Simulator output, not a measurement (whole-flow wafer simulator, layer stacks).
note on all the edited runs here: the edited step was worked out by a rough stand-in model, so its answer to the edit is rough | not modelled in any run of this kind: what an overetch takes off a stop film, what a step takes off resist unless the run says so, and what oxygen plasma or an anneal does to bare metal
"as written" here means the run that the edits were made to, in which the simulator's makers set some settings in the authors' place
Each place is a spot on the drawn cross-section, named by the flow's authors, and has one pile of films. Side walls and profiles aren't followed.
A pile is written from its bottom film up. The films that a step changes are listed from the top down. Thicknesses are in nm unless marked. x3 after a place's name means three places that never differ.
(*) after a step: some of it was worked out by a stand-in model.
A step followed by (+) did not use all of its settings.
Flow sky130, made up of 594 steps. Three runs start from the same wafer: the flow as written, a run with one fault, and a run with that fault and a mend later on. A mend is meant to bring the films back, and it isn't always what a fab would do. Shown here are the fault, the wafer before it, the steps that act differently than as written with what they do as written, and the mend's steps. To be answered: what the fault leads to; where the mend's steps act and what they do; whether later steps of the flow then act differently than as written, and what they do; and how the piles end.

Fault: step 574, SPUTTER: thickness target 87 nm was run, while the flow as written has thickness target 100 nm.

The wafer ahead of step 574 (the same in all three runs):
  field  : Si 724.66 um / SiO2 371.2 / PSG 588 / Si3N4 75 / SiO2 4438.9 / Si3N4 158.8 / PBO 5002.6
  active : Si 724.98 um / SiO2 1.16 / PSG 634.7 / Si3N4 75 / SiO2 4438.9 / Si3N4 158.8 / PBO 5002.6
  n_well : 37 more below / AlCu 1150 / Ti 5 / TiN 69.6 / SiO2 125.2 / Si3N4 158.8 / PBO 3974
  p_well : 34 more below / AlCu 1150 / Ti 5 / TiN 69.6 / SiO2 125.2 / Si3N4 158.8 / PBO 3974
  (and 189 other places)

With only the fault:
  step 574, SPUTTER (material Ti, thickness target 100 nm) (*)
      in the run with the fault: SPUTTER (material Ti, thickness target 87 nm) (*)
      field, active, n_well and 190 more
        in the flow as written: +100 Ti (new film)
        in the run with the fault: +87 Ti (new film)
  Steps further on in the flow that do not act as written (7 more steps, not shown, differ only slightly: by at most 2% or 0.5 nm, whichever is larger):
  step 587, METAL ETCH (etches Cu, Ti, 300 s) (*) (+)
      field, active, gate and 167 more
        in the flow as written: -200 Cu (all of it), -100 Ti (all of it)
        in the run with the fault: -200 Cu (all of it), -87 Ti (all of it)
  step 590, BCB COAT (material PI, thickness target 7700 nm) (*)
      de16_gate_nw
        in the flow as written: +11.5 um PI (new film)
        in the run with the fault: +11.49 um PI (new film)
  The piles end different from the flow's at n_well, p_well, sd_n and 20 more by more than 2% or 0.5 nm, whichever is larger.
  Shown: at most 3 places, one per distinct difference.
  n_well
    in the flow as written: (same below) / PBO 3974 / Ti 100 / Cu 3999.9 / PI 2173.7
    in the run with the fault: (same below) / PBO 3974 / Ti 87 / Cu 3999.9 / PI 2182.1
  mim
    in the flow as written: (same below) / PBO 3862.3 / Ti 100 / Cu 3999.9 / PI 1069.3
    in the run with the fault: (same below) / PBO 3862.3 / Ti 87 / Cu 3999.9 / PI 1081.5
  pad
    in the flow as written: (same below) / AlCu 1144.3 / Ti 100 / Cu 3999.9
    in the run with the fault: (same below) / AlCu 1144.3 / Ti 87 / Cu 3999.9

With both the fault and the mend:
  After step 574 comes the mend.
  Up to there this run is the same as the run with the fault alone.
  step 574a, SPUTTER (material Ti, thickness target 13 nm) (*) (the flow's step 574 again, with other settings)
      field, active, n_well and 190 more
        +13 Ti
  Later steps of the flow that are run all act as written at every place that is followed.
  At every place that both follow, the piles at the end match the flow's.
